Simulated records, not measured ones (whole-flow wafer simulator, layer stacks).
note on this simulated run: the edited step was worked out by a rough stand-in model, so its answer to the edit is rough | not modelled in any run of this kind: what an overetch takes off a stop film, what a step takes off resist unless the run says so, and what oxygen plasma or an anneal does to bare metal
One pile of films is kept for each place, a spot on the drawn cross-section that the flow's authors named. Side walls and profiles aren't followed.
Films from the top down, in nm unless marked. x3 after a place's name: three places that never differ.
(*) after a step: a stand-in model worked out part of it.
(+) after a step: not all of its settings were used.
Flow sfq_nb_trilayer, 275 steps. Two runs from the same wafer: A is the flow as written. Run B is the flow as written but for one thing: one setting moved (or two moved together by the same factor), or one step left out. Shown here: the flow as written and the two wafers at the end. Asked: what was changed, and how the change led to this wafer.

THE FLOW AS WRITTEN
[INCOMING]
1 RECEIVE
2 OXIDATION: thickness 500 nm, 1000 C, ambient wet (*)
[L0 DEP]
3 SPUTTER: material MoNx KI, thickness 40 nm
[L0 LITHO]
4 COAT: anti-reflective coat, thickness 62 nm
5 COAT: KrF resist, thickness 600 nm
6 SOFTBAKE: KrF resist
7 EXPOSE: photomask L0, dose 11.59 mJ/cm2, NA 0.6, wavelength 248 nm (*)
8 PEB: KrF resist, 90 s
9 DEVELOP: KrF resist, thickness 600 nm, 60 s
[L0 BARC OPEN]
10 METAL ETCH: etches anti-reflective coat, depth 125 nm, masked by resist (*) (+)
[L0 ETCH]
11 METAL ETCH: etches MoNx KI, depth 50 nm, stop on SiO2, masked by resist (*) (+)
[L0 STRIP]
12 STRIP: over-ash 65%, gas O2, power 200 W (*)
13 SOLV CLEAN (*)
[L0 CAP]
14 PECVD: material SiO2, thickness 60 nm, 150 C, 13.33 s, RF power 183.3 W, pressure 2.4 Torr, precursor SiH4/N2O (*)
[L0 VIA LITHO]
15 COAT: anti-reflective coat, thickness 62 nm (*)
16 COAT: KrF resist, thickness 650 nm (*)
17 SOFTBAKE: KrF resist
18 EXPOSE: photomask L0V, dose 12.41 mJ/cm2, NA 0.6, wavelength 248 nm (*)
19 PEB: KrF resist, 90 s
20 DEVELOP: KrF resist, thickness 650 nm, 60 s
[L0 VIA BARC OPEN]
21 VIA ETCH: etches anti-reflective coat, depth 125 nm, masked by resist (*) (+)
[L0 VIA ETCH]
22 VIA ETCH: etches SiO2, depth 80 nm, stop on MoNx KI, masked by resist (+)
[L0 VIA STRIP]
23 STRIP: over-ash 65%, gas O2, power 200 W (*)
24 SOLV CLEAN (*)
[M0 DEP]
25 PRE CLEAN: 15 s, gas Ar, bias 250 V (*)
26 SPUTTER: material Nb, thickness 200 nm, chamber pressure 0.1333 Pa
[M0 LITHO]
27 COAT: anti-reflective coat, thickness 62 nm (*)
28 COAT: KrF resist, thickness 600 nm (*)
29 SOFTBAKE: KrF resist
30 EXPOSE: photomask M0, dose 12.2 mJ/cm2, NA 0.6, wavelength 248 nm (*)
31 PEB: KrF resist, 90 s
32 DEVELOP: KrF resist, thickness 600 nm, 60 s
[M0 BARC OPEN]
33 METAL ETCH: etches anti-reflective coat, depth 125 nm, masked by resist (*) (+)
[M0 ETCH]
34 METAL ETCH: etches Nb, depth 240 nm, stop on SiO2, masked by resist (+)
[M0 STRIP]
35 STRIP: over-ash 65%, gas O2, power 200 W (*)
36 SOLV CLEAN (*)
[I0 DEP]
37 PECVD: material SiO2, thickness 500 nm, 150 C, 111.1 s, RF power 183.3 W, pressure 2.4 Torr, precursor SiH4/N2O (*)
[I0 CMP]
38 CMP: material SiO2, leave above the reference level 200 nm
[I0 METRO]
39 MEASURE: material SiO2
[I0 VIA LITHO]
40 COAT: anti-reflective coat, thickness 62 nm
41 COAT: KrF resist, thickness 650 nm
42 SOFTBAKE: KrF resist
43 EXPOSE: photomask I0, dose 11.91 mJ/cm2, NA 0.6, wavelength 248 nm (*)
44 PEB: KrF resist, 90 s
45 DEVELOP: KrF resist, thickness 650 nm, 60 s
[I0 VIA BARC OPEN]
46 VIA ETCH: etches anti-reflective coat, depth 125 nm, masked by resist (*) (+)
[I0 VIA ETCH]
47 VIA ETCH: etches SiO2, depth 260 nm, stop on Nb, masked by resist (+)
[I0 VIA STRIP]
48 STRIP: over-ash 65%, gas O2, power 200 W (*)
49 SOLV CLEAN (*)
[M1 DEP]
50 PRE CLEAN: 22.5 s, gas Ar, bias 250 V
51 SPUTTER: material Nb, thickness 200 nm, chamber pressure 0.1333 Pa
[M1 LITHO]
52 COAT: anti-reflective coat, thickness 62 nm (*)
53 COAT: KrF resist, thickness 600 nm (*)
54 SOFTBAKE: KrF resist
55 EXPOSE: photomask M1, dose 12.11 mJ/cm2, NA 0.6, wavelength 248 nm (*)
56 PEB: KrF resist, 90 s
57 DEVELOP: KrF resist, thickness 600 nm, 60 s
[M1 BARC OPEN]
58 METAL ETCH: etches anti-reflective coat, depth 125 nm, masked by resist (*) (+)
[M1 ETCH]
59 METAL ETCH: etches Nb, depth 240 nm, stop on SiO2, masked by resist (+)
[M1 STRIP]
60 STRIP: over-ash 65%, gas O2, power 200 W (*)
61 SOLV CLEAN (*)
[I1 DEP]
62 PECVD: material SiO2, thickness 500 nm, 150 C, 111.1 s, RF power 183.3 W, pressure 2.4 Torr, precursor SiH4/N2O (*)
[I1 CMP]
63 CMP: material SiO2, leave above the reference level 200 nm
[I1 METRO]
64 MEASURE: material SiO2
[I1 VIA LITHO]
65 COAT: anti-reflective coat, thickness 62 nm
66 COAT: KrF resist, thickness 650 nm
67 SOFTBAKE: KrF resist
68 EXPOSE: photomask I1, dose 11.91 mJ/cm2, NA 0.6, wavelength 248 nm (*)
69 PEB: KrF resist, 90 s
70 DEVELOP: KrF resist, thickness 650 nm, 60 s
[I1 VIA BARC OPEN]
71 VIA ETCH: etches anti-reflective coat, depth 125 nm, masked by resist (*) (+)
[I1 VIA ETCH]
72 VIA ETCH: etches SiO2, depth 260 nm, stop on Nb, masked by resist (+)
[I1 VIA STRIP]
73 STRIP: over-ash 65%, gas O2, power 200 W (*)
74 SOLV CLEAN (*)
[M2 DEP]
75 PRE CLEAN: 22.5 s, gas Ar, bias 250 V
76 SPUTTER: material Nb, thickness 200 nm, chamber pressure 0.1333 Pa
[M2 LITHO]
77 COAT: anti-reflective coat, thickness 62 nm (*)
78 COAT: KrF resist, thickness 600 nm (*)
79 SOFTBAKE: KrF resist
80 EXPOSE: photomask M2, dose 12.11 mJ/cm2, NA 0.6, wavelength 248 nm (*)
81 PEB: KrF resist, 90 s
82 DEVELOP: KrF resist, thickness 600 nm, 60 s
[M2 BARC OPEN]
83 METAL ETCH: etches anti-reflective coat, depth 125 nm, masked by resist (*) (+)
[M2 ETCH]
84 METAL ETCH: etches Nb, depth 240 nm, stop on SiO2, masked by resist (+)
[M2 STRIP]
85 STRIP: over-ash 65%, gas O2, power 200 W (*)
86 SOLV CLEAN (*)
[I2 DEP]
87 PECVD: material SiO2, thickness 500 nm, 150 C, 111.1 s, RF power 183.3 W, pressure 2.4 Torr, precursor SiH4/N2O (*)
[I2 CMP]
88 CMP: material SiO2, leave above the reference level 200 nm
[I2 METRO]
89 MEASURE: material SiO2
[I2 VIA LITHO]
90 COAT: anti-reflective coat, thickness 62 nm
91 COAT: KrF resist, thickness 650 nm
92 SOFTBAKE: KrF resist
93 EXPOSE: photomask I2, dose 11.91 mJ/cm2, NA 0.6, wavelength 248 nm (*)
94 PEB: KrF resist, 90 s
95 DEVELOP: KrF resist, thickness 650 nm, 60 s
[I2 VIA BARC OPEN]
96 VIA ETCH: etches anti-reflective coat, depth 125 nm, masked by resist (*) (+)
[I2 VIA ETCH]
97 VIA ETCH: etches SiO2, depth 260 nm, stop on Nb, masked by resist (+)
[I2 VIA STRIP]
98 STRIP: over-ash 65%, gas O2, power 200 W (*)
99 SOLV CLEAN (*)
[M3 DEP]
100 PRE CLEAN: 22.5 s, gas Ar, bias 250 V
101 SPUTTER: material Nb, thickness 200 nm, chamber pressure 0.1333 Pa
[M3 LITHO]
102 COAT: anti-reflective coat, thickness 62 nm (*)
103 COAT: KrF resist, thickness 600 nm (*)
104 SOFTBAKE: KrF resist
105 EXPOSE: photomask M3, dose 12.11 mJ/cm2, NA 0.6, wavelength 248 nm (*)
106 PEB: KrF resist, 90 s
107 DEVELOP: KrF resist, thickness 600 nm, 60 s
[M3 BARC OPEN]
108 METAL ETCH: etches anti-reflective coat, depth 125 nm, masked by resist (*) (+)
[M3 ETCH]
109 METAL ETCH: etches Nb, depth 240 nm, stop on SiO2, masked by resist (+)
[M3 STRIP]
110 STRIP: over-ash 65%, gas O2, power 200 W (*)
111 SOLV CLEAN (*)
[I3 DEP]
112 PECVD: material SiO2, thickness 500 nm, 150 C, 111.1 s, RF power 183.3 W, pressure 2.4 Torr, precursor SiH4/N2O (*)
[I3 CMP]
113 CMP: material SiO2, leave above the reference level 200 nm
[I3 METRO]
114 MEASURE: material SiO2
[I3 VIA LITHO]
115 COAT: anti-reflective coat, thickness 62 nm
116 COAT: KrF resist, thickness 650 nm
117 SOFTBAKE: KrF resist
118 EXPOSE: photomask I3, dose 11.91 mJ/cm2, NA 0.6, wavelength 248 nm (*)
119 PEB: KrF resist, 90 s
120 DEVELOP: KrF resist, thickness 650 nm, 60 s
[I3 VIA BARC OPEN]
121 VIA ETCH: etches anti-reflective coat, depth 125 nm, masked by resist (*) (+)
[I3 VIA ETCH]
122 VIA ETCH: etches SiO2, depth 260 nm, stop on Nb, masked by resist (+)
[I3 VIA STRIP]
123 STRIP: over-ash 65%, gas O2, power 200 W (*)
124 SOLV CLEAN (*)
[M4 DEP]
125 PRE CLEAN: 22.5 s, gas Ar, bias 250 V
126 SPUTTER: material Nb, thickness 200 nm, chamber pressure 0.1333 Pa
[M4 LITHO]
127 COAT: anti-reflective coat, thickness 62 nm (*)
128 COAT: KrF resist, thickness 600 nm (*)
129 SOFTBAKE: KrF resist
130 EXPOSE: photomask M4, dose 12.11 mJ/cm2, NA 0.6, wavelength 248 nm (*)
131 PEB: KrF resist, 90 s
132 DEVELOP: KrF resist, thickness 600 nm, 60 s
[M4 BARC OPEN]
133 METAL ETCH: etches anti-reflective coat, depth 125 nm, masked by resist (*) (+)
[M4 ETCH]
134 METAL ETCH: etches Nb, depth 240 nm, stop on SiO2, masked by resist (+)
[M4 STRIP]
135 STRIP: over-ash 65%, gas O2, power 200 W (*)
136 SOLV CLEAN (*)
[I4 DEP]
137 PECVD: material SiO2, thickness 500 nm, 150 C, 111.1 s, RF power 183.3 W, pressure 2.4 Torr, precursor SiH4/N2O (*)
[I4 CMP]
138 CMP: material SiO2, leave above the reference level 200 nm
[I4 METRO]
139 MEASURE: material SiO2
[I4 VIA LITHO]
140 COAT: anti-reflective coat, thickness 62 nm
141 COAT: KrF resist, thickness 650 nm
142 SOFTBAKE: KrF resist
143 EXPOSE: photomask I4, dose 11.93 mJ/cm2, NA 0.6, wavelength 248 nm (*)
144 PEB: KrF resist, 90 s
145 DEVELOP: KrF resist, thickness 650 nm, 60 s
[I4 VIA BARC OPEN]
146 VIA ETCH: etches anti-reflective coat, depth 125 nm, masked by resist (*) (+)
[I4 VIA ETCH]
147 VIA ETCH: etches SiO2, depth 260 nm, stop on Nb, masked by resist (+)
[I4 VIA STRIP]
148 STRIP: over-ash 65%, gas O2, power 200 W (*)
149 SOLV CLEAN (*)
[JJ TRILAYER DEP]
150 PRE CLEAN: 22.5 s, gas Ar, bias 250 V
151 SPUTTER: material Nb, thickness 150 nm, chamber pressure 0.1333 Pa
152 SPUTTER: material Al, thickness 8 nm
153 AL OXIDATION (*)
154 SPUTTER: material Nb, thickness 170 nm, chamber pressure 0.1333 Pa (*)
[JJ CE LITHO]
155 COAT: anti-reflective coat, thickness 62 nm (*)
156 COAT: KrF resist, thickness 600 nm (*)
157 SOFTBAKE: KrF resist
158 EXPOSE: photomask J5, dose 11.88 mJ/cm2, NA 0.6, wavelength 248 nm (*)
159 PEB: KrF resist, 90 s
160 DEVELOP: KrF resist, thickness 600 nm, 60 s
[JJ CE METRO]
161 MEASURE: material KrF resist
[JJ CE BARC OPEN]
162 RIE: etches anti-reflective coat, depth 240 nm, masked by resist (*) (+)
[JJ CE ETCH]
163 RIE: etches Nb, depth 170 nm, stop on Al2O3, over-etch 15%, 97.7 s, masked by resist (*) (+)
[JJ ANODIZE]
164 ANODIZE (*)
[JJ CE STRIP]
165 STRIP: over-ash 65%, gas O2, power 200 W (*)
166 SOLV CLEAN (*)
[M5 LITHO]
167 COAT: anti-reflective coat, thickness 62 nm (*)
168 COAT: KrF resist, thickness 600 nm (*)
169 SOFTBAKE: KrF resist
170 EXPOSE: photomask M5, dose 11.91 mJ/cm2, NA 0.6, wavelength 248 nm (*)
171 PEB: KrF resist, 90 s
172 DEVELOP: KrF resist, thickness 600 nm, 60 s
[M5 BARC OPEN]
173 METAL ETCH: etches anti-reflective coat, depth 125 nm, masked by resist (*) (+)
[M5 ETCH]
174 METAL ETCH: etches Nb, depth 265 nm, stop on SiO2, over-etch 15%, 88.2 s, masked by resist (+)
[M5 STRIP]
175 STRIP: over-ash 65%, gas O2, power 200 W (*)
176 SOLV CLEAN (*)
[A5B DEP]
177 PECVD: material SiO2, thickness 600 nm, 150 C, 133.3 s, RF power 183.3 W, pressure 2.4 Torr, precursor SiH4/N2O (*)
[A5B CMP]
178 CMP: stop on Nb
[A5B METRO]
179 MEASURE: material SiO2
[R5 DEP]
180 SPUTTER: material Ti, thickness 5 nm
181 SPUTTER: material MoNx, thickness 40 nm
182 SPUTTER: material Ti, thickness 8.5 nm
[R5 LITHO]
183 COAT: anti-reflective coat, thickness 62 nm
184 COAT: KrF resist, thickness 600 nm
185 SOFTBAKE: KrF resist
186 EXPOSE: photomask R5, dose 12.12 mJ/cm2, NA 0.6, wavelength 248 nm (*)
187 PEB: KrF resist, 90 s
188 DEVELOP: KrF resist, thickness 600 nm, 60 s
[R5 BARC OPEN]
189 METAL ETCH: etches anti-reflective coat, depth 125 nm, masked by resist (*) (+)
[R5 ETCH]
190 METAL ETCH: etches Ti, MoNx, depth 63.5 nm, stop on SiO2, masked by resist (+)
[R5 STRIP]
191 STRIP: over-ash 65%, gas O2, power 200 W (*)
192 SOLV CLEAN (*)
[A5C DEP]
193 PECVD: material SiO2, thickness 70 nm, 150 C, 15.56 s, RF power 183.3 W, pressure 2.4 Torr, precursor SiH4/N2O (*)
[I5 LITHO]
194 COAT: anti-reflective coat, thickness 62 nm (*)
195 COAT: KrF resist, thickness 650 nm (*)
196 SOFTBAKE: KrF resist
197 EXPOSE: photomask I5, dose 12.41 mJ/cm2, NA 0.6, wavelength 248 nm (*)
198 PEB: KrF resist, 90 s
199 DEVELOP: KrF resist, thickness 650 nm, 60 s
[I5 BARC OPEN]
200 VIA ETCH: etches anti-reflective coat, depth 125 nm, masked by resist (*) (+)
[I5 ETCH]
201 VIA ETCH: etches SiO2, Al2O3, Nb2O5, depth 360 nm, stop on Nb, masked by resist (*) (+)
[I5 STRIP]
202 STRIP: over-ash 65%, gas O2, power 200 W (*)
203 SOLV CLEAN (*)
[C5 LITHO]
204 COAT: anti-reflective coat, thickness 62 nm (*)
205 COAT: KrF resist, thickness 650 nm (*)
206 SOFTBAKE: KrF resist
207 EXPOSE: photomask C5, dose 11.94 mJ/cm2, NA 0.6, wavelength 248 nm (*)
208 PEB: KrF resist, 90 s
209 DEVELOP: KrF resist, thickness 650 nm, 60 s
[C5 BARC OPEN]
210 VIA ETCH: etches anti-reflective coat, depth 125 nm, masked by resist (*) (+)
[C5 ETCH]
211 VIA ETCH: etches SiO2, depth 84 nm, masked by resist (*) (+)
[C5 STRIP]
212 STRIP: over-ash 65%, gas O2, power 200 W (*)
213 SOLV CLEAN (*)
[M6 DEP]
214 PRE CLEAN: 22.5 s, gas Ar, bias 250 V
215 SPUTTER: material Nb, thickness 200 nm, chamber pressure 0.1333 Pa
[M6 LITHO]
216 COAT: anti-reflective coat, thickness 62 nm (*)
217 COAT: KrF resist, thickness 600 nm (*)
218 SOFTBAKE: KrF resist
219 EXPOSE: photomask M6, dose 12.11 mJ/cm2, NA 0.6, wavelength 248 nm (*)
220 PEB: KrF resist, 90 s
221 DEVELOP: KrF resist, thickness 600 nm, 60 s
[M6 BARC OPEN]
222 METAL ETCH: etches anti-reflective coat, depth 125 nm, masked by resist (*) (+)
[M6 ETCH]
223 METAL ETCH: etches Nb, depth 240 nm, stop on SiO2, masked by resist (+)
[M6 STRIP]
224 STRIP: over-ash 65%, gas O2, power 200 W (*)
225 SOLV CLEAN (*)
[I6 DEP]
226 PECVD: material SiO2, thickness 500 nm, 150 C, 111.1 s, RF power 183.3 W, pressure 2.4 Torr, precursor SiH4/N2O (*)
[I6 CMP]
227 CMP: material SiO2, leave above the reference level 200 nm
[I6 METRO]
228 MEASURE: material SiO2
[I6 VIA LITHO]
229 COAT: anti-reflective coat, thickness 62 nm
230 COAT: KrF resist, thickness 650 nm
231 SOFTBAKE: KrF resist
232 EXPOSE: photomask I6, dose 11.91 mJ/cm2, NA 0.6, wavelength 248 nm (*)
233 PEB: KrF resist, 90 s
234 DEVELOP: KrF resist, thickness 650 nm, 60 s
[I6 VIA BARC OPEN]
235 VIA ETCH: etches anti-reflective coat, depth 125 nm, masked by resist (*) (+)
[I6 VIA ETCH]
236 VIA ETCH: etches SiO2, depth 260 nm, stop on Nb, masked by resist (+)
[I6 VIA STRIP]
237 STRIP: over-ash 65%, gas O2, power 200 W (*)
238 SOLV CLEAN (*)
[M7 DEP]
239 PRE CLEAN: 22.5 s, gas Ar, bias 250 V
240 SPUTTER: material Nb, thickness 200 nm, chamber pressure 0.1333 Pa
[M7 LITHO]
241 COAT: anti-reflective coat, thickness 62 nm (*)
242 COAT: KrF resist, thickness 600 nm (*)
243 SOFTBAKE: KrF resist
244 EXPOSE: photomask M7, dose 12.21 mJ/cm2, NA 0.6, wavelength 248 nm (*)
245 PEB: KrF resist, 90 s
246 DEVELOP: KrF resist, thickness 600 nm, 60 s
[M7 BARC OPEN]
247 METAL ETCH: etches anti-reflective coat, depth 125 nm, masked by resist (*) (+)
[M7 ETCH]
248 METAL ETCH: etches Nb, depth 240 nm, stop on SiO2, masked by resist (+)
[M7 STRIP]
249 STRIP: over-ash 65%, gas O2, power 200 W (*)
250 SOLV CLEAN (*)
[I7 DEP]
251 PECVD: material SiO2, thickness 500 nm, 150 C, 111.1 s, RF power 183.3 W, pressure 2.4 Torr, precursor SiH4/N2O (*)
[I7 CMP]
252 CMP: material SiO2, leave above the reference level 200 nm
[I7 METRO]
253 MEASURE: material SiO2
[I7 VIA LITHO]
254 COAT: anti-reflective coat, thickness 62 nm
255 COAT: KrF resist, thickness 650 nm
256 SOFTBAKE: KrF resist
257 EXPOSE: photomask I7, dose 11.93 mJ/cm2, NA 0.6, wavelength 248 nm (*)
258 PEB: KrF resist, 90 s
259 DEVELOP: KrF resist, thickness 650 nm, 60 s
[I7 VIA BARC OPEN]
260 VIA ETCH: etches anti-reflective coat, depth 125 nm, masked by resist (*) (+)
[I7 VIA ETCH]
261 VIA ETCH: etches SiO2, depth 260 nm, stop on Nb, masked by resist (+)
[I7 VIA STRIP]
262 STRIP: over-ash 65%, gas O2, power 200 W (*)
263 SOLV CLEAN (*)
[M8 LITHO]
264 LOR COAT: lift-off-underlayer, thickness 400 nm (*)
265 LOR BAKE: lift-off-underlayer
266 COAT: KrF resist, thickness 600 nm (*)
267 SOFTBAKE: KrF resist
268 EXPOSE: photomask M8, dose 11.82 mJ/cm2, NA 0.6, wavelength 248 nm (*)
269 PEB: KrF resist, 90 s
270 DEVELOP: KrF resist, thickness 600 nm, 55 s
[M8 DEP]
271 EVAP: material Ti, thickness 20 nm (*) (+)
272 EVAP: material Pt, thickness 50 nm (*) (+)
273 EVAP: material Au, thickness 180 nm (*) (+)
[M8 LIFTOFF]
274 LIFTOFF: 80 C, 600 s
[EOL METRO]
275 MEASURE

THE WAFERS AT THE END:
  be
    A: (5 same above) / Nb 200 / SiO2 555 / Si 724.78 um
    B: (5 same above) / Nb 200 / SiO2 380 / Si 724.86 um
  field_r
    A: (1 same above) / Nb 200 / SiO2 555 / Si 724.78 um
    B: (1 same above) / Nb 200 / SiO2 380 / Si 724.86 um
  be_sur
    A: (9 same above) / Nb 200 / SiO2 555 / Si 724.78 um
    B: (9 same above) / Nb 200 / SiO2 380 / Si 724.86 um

The cause: step 2, OXIDATION: thickness 325 nm was run, where the flow has thickness 500 nm.

How the change led to this, step by step:
  2 OXIDATION: thickness 500 nm, 1000 C, ambient wet (*)
      field_l, v_sur, via_wl and 103 more: A SiO2 +500 (new film), chemical SiO2 -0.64 (all of it), Si -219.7 | B SiO2 +325 (new film), chemical SiO2 -0.64 (all of it), Si -142.7
